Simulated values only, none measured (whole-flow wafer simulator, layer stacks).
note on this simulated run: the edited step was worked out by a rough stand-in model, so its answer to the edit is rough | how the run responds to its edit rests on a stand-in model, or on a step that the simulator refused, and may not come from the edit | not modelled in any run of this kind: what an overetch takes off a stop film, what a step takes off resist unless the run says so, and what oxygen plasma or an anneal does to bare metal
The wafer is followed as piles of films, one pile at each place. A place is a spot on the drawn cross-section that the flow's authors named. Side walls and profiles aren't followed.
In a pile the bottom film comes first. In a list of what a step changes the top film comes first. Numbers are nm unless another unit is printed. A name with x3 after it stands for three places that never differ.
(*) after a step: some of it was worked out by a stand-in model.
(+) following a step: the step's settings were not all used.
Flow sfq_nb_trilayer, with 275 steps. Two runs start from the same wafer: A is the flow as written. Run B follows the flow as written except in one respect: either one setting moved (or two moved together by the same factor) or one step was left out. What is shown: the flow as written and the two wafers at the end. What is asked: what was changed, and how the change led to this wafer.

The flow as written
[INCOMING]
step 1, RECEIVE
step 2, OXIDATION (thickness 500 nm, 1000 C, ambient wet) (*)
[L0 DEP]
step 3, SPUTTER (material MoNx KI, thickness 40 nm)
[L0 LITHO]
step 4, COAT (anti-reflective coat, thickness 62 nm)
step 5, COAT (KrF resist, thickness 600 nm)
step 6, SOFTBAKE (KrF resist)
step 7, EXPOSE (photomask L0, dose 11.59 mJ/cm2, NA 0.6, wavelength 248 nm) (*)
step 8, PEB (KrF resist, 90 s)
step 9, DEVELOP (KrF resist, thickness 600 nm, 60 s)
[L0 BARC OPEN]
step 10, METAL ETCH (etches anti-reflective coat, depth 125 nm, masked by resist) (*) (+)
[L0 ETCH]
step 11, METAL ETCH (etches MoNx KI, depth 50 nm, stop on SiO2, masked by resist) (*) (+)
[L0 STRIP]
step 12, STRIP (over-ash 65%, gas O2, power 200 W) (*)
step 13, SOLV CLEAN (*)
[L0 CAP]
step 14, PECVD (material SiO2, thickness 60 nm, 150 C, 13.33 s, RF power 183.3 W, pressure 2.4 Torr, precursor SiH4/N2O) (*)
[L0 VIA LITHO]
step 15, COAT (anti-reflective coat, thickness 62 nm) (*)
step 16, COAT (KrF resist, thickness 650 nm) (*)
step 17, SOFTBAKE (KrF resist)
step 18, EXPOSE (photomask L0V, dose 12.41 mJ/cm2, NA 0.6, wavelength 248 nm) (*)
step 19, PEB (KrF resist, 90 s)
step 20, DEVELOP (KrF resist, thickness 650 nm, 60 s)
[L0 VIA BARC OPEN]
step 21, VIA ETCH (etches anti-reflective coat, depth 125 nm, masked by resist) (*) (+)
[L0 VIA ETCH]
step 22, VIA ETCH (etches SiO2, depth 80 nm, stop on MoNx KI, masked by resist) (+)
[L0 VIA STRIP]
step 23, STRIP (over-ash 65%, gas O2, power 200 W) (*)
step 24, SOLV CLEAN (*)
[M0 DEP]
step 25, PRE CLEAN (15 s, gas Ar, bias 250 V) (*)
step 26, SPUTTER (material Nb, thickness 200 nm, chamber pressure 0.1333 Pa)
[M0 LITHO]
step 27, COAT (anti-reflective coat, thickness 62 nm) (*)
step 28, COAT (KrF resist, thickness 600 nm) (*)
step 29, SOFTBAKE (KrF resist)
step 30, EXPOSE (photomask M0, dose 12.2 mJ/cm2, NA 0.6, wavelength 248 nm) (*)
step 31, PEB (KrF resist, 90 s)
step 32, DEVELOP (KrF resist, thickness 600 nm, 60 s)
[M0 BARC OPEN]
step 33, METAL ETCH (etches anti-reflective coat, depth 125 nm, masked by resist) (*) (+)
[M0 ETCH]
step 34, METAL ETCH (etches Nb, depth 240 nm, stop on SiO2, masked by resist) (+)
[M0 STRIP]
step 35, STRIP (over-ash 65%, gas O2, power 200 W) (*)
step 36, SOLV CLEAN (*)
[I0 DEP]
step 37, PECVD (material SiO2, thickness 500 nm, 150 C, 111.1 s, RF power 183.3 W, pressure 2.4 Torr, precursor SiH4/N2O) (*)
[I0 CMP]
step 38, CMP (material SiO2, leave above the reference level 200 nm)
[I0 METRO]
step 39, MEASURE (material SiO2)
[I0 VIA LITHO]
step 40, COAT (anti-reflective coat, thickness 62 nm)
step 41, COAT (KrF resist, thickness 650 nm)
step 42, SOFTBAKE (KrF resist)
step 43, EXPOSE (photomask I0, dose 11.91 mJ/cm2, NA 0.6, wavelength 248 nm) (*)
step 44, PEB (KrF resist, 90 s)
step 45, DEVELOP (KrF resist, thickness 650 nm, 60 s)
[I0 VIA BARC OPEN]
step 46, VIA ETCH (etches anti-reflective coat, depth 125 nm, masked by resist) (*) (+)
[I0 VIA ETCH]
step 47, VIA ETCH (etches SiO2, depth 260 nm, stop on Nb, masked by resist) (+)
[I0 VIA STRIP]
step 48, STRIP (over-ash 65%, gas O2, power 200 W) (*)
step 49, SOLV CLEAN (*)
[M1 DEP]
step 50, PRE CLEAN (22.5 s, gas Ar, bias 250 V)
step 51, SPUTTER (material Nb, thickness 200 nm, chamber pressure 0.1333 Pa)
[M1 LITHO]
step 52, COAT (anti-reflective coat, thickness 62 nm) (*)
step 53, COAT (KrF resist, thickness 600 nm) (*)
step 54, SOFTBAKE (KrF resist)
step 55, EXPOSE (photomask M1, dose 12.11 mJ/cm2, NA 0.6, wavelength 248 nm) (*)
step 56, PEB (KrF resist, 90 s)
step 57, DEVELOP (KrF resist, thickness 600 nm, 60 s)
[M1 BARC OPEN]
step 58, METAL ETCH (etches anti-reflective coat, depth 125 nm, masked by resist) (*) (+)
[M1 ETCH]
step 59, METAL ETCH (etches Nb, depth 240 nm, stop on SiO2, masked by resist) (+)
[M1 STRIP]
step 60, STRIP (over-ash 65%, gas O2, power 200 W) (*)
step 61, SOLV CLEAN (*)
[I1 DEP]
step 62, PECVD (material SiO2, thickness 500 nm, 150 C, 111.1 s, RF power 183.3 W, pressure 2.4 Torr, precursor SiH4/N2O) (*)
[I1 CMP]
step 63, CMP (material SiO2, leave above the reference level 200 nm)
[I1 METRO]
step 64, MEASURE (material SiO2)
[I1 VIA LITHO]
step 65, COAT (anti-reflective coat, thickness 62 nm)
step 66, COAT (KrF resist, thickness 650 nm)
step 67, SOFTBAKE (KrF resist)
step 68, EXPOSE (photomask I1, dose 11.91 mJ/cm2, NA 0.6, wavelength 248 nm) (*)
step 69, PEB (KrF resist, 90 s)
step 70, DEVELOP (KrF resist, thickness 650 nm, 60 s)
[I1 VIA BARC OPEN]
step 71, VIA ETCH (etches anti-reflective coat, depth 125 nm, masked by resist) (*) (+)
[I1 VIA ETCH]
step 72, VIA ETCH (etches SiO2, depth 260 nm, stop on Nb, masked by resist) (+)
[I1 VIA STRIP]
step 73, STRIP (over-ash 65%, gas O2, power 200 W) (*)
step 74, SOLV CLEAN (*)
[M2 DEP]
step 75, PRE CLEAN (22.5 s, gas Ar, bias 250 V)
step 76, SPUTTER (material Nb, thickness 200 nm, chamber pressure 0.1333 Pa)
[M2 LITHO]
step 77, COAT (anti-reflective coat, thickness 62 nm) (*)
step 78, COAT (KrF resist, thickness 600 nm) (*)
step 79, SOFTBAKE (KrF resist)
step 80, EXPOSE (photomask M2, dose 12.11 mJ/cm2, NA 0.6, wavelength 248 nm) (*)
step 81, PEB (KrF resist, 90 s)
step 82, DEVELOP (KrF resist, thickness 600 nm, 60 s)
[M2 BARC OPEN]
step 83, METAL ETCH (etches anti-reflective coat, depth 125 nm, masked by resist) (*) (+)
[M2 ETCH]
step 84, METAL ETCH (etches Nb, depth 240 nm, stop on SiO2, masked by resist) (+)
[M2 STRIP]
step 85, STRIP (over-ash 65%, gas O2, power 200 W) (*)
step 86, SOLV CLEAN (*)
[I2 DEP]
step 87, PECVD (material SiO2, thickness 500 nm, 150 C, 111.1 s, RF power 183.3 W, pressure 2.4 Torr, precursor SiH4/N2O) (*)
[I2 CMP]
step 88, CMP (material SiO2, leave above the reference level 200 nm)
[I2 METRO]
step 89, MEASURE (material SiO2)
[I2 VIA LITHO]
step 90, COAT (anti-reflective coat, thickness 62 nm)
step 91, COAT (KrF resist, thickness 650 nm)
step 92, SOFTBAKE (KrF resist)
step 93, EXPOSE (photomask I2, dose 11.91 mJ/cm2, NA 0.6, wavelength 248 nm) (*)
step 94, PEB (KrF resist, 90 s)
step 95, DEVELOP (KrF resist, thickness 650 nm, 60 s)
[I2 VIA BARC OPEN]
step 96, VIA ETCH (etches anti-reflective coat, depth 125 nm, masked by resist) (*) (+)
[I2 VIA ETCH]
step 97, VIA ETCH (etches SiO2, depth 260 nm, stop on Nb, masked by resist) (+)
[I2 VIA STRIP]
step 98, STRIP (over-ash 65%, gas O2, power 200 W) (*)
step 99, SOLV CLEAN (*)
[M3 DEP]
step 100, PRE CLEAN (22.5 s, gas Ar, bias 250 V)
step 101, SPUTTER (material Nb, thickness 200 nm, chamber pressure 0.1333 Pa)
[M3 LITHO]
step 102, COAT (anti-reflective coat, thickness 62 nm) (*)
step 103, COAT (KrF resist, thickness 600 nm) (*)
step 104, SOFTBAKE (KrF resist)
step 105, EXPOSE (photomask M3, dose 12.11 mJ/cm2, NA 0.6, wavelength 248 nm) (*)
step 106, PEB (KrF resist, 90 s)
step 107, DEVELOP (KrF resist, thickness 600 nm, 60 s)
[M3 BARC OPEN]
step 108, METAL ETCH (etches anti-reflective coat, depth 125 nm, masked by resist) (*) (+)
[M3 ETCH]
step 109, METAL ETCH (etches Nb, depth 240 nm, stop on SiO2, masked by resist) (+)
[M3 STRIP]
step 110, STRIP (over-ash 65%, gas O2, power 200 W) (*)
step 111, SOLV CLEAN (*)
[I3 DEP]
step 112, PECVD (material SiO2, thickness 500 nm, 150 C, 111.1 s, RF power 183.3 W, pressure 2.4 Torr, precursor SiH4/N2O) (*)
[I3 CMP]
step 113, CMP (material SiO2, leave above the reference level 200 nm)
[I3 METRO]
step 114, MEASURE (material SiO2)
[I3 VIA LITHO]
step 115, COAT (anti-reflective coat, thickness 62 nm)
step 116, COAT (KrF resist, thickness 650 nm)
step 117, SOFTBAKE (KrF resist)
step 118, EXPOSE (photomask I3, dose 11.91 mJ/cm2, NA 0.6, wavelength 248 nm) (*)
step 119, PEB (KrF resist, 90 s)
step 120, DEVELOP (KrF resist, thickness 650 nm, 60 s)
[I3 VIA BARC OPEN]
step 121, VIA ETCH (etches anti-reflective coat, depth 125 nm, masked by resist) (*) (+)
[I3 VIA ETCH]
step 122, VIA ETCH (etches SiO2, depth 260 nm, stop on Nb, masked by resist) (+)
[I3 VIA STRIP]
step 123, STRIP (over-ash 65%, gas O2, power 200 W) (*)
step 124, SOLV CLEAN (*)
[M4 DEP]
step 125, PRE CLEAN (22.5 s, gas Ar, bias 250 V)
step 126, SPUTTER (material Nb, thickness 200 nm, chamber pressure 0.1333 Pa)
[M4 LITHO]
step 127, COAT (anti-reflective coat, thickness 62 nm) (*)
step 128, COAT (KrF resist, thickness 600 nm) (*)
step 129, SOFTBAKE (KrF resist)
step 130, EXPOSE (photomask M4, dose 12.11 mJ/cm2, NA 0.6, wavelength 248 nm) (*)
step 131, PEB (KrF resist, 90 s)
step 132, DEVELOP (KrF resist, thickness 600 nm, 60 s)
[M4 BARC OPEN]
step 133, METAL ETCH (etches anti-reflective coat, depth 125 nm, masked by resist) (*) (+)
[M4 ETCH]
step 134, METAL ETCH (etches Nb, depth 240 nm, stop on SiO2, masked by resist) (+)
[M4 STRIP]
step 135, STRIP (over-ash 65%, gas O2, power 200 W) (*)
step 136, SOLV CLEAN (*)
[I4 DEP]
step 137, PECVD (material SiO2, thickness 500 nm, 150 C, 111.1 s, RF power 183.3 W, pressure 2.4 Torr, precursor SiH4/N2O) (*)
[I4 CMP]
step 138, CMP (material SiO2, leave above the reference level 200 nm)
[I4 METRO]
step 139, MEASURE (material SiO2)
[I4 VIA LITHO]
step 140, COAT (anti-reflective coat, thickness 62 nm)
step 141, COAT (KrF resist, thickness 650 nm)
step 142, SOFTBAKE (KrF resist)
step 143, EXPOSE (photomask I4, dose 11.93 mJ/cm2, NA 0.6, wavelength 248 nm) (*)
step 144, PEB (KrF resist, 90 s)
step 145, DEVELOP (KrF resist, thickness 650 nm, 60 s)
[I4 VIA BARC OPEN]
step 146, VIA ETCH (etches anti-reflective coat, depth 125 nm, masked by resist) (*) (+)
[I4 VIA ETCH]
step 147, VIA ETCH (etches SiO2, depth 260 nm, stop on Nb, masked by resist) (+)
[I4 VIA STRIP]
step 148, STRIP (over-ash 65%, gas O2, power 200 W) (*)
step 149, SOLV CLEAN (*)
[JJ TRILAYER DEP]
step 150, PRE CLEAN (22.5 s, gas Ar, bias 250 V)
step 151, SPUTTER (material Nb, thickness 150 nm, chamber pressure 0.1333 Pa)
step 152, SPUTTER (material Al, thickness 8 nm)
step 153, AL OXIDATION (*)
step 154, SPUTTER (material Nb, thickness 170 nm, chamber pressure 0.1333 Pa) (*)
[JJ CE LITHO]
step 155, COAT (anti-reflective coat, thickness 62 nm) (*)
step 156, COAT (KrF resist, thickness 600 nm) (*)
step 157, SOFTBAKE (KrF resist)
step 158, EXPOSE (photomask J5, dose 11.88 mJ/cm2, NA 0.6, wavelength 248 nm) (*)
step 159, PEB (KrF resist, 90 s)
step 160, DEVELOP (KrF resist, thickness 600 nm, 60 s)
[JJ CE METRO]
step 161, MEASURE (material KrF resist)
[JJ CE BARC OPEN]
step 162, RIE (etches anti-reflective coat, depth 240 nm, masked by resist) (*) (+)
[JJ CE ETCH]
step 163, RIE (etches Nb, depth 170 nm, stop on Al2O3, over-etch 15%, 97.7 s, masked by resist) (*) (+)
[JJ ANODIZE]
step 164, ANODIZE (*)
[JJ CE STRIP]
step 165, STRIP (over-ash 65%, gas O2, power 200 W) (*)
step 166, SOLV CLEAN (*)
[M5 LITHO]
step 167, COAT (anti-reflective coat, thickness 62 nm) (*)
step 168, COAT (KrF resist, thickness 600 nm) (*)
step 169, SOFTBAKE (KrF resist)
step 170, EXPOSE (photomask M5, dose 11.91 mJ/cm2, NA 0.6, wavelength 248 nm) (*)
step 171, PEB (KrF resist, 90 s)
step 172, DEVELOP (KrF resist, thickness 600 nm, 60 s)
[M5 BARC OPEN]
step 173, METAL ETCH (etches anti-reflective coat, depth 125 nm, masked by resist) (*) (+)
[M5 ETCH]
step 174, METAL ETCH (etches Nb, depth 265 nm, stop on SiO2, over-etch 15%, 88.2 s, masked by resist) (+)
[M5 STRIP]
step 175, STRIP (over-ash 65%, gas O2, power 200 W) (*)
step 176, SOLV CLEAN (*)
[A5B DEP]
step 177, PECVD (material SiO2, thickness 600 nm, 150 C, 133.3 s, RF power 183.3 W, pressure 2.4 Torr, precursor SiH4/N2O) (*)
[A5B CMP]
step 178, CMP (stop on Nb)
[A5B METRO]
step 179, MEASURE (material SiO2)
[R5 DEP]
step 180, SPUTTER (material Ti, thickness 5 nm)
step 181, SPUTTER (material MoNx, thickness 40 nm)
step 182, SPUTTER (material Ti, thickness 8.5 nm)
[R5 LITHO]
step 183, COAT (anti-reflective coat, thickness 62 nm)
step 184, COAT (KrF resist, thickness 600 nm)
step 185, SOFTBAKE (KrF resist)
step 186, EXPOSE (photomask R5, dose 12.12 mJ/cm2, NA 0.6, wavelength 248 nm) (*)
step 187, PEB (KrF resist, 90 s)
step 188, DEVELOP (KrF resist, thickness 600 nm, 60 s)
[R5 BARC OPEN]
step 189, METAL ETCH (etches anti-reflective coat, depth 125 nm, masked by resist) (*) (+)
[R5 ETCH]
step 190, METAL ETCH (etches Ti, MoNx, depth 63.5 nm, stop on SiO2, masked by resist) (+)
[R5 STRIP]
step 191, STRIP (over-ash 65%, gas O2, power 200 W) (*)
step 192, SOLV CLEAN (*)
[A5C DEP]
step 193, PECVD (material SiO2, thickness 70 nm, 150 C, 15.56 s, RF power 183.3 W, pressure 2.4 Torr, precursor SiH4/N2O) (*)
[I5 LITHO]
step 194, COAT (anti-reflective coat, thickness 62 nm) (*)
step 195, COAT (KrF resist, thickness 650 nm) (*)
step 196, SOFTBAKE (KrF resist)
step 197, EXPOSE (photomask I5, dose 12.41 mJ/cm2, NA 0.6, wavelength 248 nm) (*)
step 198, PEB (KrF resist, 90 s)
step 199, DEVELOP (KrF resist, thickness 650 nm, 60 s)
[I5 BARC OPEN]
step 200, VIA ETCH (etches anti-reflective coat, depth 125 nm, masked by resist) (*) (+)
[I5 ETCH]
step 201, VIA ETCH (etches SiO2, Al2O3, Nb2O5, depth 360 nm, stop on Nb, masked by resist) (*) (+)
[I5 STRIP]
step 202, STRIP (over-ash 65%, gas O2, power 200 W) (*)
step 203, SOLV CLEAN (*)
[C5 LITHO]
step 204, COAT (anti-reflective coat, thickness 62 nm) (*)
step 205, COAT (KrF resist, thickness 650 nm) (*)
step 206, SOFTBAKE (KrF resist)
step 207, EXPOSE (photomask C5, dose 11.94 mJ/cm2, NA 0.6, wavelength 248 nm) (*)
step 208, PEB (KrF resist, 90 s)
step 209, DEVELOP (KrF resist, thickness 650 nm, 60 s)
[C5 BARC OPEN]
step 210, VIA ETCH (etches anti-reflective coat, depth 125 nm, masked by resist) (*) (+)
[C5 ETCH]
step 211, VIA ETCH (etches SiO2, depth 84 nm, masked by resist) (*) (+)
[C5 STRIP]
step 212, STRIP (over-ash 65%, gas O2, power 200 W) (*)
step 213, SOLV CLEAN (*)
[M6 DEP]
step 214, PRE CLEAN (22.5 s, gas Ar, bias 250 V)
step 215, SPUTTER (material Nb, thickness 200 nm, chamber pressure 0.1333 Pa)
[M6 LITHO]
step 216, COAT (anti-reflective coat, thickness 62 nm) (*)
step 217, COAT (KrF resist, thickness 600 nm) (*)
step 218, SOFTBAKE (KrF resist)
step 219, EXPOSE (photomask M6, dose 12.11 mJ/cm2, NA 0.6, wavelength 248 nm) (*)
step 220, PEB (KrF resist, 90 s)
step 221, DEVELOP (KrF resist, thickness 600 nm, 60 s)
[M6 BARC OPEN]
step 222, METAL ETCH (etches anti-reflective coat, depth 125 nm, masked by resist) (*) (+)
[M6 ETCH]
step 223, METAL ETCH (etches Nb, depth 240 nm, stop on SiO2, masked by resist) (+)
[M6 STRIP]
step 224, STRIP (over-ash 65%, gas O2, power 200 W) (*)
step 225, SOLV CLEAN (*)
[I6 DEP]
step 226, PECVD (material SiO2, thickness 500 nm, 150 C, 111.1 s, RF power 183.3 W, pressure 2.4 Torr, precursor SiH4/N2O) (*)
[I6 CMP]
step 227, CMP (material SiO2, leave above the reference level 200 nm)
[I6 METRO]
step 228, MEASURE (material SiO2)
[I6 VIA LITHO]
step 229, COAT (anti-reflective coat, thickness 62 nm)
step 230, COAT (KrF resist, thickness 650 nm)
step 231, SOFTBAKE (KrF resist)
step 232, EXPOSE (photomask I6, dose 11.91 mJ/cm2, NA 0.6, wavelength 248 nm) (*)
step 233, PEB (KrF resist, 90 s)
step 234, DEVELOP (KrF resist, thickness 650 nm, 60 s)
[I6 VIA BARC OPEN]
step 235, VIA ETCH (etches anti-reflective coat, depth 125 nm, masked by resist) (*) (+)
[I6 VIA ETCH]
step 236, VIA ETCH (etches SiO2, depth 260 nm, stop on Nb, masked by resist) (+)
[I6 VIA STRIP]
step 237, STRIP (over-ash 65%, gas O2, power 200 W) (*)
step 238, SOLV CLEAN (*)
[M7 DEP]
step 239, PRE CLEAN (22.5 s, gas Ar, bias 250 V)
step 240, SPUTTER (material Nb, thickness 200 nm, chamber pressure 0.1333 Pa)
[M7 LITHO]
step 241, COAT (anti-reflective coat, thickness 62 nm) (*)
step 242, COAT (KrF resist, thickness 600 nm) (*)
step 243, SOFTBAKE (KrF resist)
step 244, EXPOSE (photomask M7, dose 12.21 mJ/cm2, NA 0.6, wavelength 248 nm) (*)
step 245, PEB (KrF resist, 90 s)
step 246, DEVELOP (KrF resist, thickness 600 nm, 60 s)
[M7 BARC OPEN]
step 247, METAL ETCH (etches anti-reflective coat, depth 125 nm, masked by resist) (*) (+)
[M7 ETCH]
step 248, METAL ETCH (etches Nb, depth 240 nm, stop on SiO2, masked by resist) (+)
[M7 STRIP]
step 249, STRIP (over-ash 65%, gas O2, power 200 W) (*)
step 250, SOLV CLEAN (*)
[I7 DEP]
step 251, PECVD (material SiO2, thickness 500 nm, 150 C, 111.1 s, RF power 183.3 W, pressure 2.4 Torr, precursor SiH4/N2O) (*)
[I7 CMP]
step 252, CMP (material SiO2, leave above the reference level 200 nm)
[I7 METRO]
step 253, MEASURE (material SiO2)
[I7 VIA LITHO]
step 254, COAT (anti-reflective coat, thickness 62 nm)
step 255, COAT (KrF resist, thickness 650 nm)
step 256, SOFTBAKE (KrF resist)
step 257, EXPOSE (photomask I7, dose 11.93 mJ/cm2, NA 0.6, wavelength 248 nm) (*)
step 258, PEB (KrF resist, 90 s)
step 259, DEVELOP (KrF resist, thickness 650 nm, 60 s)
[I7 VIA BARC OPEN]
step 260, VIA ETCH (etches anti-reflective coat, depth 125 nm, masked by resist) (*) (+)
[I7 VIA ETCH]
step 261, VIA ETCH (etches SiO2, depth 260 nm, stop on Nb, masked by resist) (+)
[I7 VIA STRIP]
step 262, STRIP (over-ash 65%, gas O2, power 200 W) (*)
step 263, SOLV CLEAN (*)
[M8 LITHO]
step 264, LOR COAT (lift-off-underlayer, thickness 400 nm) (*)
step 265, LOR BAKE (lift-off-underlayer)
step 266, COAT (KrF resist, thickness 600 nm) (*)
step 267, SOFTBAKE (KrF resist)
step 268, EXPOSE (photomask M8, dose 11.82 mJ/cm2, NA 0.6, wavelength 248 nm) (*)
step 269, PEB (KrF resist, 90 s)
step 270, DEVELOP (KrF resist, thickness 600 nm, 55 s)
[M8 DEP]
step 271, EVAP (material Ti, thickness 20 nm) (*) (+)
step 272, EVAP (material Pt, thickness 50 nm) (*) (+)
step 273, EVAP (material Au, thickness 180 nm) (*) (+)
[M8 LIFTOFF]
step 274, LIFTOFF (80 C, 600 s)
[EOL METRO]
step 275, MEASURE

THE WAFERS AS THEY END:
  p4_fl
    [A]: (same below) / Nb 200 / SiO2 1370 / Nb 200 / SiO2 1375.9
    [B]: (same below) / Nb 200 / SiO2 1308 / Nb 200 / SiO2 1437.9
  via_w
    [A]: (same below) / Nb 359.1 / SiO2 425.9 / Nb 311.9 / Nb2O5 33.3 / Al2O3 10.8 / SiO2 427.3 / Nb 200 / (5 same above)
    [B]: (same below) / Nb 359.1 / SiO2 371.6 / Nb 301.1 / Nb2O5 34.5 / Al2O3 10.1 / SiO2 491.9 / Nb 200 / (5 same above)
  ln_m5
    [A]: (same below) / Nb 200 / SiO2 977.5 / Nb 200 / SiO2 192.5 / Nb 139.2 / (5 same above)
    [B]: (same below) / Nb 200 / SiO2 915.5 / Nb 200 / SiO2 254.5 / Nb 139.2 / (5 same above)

What caused this: step 112, PECVD: thickness 338 nm was run, while the flow as written has thickness 500 nm; step 112, PECVD: 75 s was run, where the flow has 111.1 s.

The path from the change to this, step by step:
  step 112, PECVD (material SiO2, thickness 500 nm, 150 C, 111.1 s, RF power 183.3 W, pressure 2.4 Torr, precursor SiH4/N2O) (*)
      field_l, be, be_sur and 64 more: A SiO2 gains 500 | B SiO2 gains 338
      v_sur, via_wl, via_wr and 27 more: A SiO2 gains 500 (new film) | B SiO2 gains 338 (new film)
      (also at 9 further places)
  step 113, CMP (material SiO2, leave above the reference level 200 nm)
      field_l, be, be_sur and 64 more: A SiO2 loses 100 | B nothing
      p4_g1, p4_g2, p3_s0, p3_s1, p3_s2, p3_s3, p3_s4, p3_s5: A SiO2 loses 157.1 | B nothing
      (also at 31 further places)
  step 115, COAT (anti-reflective coat, thickness 62 nm)
      m0r_line_l x2, m6r_line_l x2, m7r_line_l x2: A anti-reflective coat gains 62 (new film) | B anti-reflective coat gains 63.6 (new film)
      m0r_space_l x2, m6r_space_l x2, m7r_space_l x2: A anti-reflective coat gains 62 (new film) | B anti-reflective coat gains 70.8 (new film)
      (also at 72 further places)
  step 116, COAT (KrF resist, thickness 650 nm)
      p3_l2, p3_l3: A KrF resist gains 650 (new film) | B KrF resist gains 633.1 (new film)
      v_sur: A KrF resist gains 650 (new film) | B KrF resist gains 624.6 (new film)
      (also at 28 further places)
  step 120, DEVELOP (KrF resist, thickness 650 nm, 60 s)
      via_v: A KrF resist loses 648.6 (all of it) | B KrF resist loses 626.2 (all of it)
  step 121, VIA ETCH (etches anti-reflective coat, depth 125 nm, masked by resist) (*) (+)
      field_l, v_sur, via_wl and 102 more: A KrF resist loses 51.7 | B KrF resist loses 47.5
      via_v: A anti-reflective coat loses 62 (all of it), SiO2 loses 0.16 | B anti-reflective coat loses 57.1 (all of it), SiO2 loses 0.14
  step 123, STRIP (over-ash 65%, gas O2, power 200 W) (*)
      m0r_line_l x2, m6r_line_l x2, m7r_line_l x2: A KrF resist loses 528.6 (all of it), anti-reflective coat loses 62 (all of it) | B KrF resist loses 544.5 (all of it), anti-reflective coat loses 63.6 (all of it)
      m0r_space_l x2, m6r_space_l x2, m7r_space_l x2: A KrF resist loses 528.6 (all of it), anti-reflective coat loses 62 (all of it) | B KrF resist loses 539.7 (all of it), anti-reflective coat loses 70.8 (all of it)
      (also at 72 further places)
  step 127, COAT (anti-reflective coat, thickness 62 nm) (*)
      m0r_line_l x2, m6r_line_l x2, m7r_line_l x2, m8r_gap_c: A anti-reflective coat gains 62 (new film) | B anti-reflective coat gains 63.4 (new film)
      m0r_space_l x2, m6r_space_l x2, m7r_space_l x2: A anti-reflective coat gains 62 (new film) | B anti-reflective coat gains 69.3 (new film)
      (also at 71 further places)
  step 128, COAT (KrF resist, thickness 600 nm) (*)
      p3_s3, r5r_line_r: A KrF resist gains 600 (new film) | B KrF resist gains 612.6 (new film)
      wl_c_sr, wl_e_m5: A KrF resist gains 600 (new film) | B KrF resist gains 586.8 (new film)
      (also at 34 further places)
  step 132, DEVELOP (KrF resist, thickness 600 nm, 60 s)
      p3_s2, p3_s3: A KrF resist loses 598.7 (all of it) | B KrF resist loses 611.4 (all of it)
      m5r_linepad_l, m5r_linepad_r: A KrF resist loses 598.7 (all of it) | B KrF resist loses 585.8 (all of it)
      (also at 14 further places)
  step 133, METAL ETCH (etches anti-reflective coat, depth 125 nm, masked by resist) (*) (+)
      v_sur, via_wl, via_w and 36 more: A KrF resist loses 51.7 | B KrF resist loses 54.6
      m0r_line_l x2, m6r_line_l x2, m7r_line_l x2, m8r_gap_c: A anti-reflective coat loses 62 (all of it) | B anti-reflective coat loses 63.4 (all of it)
      (also at 41 further places)
  step 135, STRIP (over-ash 65%, gas O2, power 200 W) (*)
      wl_a_sl, wl_b_sr: A KrF resist loses 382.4 (all of it), anti-reflective coat loses 62 (all of it) | B KrF resist loses 372.6 (all of it), anti-reflective coat loses 60.3 (all of it)
      wl_a_m6, wl_b_m5: A KrF resist loses 382.4 (all of it), anti-reflective coat loses 62 (all of it) | B KrF resist loses 373 (all of it), anti-reflective coat loses 60.4 (all of it)
      (also at 32 further places)
  step 137, PECVD (material SiO2, thickness 500 nm, 150 C, 111.1 s, RF power 183.3 W, pressure 2.4 Torr, precursor SiH4/N2O) (*)
      p3_s0, p3_s1, p3_s2, p3_s3, p3_s4, p3_s5: A SiO2 gains 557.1 | B SiO2 gains 619.1
  step 138, CMP (material SiO2, leave above the reference level 200 nm)
      field_l, be, be_sur and 55 more: A SiO2 loses 100 | B SiO2 loses 38
      ln_m5, lsp_m, ln_m6, p4_fl, p4_fm, p4_g1, p4_g2, p4_fr: A SiO2 loses 300 | B SiO2 loses 238
      (also at 4 further places)
  step 147, VIA ETCH (etches SiO2, depth 260 nm, stop on Nb, masked by resist) (+)
      via_w: A SiO2 loses 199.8 (all of it) | B SiO2 loses 257.8 (all of it)
  step 151, SPUTTER (material Nb, thickness 150 nm, chamber pressure 0.1333 Pa)
      via_w: A Nb gains 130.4 | B Nb gains 123.7
  ... 12 other steps ...
  step 178, CMP (stop on Nb)
      via_w: A SiO2 loses 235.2 | B SiO2 loses 226.5
